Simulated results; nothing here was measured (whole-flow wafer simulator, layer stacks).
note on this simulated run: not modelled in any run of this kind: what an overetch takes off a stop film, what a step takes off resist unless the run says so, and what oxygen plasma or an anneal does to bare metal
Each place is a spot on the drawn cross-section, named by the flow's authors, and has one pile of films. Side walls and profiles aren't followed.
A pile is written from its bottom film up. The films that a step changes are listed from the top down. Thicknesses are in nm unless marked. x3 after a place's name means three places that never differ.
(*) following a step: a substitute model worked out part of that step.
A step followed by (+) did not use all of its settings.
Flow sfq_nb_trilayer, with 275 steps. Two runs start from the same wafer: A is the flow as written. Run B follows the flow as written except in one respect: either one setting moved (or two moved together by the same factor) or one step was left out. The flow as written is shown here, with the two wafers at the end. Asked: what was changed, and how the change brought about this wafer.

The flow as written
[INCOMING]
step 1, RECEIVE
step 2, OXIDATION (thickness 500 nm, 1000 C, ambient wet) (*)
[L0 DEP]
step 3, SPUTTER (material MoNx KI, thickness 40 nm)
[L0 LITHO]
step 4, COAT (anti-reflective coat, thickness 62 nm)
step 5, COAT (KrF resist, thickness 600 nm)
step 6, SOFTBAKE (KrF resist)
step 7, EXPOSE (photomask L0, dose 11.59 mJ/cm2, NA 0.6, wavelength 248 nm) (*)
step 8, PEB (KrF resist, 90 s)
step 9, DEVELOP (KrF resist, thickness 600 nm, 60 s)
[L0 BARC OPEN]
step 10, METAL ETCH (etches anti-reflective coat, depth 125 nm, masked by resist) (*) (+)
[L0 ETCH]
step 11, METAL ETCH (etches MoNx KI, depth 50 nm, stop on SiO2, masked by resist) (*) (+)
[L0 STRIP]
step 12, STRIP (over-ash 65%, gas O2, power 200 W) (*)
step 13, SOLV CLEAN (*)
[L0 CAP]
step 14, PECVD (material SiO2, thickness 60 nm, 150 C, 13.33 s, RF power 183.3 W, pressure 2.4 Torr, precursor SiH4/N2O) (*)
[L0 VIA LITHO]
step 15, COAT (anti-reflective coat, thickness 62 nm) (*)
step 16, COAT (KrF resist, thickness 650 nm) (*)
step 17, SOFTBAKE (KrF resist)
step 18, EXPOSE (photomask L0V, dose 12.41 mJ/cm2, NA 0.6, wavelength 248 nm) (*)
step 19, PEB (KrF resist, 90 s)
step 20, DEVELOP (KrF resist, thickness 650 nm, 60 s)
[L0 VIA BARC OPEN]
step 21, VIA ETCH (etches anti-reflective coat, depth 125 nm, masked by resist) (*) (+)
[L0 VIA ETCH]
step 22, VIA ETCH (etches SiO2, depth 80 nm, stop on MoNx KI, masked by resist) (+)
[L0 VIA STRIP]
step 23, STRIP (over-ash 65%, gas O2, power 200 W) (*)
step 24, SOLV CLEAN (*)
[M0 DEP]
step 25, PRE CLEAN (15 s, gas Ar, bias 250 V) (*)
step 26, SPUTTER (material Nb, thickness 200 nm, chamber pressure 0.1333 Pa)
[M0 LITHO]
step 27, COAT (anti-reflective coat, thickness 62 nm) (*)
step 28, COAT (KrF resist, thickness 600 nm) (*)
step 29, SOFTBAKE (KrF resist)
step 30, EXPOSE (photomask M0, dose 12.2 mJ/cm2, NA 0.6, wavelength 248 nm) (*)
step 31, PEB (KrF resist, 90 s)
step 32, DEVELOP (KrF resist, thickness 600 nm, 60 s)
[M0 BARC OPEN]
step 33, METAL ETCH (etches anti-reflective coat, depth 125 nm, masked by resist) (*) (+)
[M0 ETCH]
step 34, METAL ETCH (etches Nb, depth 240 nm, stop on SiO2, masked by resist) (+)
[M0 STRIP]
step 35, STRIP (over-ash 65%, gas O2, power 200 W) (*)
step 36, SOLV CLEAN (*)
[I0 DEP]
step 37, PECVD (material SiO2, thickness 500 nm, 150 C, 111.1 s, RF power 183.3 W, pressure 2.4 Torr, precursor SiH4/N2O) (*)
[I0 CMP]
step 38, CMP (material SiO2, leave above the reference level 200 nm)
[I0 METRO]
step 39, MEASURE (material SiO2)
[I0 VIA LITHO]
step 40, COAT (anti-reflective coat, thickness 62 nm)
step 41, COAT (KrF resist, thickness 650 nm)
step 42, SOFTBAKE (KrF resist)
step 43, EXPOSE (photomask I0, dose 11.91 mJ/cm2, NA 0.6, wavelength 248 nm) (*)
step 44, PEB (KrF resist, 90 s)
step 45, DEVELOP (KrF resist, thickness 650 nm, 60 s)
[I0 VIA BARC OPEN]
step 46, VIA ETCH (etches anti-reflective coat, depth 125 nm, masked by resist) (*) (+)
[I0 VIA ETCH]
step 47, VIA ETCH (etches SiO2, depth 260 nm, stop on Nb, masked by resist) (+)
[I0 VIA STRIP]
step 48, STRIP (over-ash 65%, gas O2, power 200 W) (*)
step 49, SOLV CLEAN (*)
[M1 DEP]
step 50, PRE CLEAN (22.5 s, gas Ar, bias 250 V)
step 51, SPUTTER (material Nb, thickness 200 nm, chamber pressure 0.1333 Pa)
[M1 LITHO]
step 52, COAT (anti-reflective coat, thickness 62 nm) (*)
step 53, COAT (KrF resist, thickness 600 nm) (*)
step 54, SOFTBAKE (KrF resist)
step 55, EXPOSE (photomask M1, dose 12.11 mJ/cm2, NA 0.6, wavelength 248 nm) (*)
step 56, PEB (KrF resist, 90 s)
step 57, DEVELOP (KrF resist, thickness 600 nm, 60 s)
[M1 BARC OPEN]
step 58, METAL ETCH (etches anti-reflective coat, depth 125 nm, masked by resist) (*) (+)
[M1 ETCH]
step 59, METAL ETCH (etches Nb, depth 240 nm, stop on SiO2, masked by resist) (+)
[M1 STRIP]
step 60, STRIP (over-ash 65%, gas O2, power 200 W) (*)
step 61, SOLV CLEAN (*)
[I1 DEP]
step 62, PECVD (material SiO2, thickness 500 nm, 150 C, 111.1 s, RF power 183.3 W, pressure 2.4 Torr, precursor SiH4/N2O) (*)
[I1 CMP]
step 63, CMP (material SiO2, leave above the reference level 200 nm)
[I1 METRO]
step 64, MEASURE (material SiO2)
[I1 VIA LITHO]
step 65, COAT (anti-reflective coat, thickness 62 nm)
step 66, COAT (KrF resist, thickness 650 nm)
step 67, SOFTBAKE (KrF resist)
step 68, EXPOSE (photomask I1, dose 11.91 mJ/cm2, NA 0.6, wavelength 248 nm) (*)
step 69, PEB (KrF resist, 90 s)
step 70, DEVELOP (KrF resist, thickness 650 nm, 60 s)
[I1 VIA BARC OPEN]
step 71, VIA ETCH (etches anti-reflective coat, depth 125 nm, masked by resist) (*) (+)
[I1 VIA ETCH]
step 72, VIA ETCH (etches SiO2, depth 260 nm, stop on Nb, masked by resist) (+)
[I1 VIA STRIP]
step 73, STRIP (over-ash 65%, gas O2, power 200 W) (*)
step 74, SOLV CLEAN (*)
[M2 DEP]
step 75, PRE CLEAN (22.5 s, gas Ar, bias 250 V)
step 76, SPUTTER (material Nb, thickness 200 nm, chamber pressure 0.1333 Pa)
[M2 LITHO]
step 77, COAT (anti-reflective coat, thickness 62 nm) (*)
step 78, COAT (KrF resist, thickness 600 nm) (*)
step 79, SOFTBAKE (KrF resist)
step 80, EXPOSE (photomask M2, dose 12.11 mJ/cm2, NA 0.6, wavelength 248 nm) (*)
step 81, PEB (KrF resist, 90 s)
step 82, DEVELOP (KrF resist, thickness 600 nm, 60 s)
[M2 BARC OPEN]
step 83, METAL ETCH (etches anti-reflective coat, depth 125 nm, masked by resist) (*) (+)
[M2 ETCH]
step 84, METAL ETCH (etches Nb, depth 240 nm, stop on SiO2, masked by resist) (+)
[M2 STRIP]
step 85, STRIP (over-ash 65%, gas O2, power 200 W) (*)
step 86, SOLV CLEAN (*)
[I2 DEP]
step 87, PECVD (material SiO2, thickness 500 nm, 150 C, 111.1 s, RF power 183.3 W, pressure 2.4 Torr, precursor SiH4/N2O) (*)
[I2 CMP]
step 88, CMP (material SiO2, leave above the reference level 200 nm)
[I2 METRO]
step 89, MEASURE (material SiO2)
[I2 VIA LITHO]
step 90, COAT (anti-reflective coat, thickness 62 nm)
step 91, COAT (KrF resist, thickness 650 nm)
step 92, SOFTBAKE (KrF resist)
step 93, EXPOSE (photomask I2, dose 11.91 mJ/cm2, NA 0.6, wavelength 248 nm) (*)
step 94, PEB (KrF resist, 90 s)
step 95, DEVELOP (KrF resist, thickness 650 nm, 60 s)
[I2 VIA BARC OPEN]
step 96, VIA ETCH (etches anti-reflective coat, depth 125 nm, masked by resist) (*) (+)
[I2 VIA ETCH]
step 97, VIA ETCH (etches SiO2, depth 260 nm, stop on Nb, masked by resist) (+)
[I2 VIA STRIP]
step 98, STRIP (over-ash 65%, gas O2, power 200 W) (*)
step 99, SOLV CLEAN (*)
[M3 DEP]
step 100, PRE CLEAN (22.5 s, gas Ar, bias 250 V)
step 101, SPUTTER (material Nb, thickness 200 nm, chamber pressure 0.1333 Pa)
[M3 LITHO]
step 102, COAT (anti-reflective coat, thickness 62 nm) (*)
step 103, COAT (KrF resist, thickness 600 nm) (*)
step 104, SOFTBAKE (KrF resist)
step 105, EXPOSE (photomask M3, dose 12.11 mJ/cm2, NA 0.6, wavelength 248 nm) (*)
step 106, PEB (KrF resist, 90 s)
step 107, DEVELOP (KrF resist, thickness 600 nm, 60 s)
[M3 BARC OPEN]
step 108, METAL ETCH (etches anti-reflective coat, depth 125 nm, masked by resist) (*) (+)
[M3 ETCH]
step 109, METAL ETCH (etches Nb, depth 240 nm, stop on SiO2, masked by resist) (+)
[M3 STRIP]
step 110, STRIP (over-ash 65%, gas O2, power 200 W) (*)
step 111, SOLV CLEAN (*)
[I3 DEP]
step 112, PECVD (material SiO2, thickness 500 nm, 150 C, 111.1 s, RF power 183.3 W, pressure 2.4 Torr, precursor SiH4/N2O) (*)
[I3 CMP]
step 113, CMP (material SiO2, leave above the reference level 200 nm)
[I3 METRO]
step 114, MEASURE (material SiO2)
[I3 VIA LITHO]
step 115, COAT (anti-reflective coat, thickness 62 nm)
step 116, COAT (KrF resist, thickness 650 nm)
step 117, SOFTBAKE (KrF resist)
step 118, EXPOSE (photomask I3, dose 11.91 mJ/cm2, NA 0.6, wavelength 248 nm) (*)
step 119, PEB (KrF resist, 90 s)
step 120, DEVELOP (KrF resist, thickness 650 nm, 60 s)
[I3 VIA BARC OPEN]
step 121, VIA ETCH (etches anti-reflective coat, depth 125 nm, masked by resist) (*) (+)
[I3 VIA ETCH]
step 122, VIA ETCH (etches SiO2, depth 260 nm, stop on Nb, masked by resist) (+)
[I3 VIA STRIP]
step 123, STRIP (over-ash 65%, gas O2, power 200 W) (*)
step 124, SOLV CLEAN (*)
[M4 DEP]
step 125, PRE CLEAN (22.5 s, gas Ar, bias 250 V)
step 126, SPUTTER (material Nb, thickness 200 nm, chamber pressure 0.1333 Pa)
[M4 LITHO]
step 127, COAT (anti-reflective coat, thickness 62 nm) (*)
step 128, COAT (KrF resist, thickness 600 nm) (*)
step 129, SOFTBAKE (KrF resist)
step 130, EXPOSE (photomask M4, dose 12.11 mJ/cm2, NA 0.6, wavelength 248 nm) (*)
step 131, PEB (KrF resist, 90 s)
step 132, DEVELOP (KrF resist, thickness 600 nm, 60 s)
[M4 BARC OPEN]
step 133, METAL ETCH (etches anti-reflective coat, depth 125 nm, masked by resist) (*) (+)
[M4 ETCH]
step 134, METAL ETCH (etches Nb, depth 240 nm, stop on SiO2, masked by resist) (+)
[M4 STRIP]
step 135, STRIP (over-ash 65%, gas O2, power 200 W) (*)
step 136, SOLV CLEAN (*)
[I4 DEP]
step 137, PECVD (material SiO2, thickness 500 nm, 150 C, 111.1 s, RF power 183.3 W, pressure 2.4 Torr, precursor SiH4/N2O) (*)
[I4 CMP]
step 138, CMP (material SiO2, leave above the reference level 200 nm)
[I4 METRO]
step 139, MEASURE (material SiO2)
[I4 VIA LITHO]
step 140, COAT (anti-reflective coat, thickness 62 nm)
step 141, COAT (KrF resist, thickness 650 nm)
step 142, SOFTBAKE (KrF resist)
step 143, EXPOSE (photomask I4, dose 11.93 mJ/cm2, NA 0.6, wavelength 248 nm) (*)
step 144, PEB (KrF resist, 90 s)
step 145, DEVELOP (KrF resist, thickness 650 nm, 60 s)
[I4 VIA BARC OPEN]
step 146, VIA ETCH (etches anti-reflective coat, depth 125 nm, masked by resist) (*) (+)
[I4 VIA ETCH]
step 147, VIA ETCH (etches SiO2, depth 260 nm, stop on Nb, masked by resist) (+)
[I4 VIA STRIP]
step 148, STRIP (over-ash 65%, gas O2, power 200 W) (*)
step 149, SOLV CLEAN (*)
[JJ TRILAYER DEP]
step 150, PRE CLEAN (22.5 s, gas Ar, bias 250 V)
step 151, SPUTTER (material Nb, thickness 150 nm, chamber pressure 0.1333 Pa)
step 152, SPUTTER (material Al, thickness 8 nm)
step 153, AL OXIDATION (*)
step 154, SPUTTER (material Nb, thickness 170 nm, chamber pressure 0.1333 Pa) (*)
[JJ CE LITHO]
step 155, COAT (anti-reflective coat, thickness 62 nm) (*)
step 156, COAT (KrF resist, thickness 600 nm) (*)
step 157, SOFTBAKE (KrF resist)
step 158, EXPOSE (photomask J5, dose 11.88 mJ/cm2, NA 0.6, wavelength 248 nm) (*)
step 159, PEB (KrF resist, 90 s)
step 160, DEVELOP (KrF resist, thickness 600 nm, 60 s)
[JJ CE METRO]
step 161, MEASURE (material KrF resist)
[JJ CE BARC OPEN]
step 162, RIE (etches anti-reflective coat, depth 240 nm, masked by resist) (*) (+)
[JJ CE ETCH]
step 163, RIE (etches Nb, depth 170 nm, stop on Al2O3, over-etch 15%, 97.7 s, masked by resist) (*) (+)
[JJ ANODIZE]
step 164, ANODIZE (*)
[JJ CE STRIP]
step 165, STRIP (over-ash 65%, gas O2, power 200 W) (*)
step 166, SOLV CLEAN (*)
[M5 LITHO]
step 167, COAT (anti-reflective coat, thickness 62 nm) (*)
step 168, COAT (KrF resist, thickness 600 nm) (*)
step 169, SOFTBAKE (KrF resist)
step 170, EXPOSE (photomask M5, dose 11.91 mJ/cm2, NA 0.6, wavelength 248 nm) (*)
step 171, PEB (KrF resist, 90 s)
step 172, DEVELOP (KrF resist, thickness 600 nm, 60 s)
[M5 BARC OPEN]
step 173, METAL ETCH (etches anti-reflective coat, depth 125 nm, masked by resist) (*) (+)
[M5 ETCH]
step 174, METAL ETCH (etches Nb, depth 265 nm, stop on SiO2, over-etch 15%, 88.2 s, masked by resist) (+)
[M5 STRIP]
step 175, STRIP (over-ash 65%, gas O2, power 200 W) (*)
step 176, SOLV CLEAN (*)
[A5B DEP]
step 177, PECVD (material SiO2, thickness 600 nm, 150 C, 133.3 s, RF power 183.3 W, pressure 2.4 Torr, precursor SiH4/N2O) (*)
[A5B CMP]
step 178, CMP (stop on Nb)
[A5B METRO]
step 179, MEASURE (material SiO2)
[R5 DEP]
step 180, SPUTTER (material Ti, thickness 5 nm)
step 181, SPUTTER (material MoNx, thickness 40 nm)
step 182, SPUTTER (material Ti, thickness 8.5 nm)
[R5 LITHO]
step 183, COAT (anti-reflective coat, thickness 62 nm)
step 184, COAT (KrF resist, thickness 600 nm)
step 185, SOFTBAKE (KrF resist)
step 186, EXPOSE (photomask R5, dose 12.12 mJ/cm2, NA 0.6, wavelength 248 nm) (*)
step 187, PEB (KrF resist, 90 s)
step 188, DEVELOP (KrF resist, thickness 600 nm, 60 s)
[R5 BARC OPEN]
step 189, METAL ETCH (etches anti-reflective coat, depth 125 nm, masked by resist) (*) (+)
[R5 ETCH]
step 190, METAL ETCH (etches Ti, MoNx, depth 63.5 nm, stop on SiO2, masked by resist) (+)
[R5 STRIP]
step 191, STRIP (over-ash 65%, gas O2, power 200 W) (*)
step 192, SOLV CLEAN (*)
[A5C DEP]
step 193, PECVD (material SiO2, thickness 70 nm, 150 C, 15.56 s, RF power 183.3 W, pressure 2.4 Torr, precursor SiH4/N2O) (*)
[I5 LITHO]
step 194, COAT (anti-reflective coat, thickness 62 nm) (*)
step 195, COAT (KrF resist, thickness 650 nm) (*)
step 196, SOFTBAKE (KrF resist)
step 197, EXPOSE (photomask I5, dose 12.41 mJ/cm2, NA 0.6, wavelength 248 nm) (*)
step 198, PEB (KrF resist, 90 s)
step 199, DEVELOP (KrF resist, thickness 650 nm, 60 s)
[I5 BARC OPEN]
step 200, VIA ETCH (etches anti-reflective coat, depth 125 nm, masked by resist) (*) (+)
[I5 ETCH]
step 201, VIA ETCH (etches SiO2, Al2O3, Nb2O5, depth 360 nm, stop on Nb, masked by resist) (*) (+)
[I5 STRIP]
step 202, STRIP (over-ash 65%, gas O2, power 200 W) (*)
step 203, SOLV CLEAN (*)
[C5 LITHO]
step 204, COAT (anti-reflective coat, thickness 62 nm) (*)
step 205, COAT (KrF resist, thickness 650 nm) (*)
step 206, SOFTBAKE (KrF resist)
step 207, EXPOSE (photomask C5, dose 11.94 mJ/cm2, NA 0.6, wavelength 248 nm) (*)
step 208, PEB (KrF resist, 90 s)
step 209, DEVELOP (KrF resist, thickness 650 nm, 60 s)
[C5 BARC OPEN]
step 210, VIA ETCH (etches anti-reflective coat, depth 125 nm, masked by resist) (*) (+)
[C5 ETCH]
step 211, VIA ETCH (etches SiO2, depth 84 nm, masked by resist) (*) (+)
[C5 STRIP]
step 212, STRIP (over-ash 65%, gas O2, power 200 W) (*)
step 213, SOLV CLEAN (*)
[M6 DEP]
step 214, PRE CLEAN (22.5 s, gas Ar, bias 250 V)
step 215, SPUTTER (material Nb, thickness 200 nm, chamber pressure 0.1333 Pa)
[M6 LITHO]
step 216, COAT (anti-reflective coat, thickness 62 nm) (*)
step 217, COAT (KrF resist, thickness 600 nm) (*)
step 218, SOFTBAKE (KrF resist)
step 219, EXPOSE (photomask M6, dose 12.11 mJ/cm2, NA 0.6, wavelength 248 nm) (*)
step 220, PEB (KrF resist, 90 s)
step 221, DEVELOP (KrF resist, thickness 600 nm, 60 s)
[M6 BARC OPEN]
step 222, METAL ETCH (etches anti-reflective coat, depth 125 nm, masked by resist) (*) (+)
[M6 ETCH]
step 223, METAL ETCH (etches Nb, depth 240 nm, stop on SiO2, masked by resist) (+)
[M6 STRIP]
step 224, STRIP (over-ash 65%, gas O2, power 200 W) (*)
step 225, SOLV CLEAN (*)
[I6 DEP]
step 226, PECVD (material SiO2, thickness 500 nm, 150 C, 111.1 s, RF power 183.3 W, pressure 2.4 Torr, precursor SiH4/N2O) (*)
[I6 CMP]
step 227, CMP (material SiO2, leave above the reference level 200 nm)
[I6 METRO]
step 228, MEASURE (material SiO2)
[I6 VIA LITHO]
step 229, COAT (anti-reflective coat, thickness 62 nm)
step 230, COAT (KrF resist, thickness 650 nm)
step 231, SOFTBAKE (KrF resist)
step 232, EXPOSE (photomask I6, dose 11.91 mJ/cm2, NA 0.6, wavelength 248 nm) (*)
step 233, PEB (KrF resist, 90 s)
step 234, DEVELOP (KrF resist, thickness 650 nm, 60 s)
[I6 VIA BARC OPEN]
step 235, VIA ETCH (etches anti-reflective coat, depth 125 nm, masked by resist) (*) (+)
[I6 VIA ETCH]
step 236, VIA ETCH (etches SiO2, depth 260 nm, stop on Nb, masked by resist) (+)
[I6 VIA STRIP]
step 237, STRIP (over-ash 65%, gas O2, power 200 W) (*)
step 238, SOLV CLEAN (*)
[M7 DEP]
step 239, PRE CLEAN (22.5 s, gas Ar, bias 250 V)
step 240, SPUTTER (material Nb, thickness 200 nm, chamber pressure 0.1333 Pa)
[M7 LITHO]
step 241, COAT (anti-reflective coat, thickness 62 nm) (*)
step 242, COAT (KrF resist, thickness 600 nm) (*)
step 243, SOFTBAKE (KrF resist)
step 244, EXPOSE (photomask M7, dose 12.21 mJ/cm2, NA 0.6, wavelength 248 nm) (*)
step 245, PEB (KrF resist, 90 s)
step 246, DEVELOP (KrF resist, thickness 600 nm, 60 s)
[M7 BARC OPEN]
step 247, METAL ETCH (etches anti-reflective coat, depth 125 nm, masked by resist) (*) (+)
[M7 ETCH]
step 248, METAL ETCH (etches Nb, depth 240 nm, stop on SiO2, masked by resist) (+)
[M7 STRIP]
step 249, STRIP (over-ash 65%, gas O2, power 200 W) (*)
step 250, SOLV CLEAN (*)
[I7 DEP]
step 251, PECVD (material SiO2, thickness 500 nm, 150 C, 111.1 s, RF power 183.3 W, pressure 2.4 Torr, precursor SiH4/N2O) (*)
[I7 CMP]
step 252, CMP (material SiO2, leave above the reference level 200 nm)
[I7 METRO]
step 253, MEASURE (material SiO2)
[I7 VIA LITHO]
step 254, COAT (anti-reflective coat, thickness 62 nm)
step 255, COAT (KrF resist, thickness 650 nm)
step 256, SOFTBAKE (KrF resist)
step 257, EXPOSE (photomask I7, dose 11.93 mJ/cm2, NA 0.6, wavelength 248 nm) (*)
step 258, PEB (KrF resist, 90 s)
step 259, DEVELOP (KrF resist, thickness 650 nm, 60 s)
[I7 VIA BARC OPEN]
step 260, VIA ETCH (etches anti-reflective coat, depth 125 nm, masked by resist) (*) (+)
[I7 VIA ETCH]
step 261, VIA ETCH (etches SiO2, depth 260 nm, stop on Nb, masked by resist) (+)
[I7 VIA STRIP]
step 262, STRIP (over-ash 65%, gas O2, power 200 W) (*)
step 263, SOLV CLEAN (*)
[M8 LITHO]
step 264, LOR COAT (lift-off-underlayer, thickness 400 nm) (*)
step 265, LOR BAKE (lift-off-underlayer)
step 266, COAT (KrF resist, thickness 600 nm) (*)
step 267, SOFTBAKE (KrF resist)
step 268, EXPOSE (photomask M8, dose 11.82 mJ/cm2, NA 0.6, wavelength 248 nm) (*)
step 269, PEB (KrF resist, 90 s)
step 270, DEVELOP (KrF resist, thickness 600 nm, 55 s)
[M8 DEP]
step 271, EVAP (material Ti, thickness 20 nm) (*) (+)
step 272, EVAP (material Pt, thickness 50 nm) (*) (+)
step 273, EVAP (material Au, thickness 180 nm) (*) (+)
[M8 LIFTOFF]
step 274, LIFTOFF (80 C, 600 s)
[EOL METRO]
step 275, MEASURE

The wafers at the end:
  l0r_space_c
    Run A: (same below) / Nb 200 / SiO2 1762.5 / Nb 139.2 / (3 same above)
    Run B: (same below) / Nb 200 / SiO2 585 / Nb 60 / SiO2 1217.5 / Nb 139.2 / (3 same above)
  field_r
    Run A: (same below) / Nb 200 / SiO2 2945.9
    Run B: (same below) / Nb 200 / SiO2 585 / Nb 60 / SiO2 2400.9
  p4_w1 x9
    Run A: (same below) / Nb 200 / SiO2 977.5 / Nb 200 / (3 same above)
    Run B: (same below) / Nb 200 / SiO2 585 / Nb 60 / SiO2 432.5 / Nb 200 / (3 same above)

What caused this: step 76, SPUTTER: thickness 300 nm was run, whereas the flow has thickness 200 nm.

The path from the change to this, step by step:
  step 76, SPUTTER (material Nb, thickness 200 nm, chamber pressure 0.1333 Pa)
      field_l, v_sur, via_wl and 102 more: A Nb gains 200 (new film) | B Nb gains 300 (new film)
      via_v: A Nb gains 174.5 | B Nb gains 263.3
  step 84, METAL ETCH (etches Nb, depth 240 nm, stop on SiO2, masked by resist) (+)
      field_l, be, be_sur and 81 more: A Nb loses 200 (all of it) | B Nb loses 240
  step 87, PECVD (material SiO2, thickness 500 nm, 150 C, 111.1 s, RF power 183.3 W, pressure 2.4 Torr, precursor SiH4/N2O) (*)
      field_l, be, be_sur and 81 more: A SiO2 gains 500 | B SiO2 gains 500 (new film)
      via_v: A SiO2 gains 606 (new film) | B SiO2 gains 592.7 (new film)
  step 88, CMP (material SiO2, leave above the reference level 200 nm)
      field_l, be, be_sur and 81 more: A SiO2 loses 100 | B SiO2 loses 60
      via_v: A SiO2 loses 181.6 | B SiO2 loses 157.1
If metal films that touch count as one body, l0r_space_c has 3 bodies (between them, from the top down: SiO2 1217.5; SiO2 585); the flow as written gives 2 bodies (between them, from the top down: SiO2 1762.5).
If metal films that touch count as one body, field_r has 2 bodies (between them, from the top down: SiO2 585); the flow as written gives 1 body.
If metal films that touch count as one body, p4_w1 x9 has 4 bodies (between them, from the top down: SiO2 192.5; SiO2 432.5; SiO2 585); the flow as written gives 3 bodies (between them, from the top down: SiO2 192.5; SiO2 977.5).
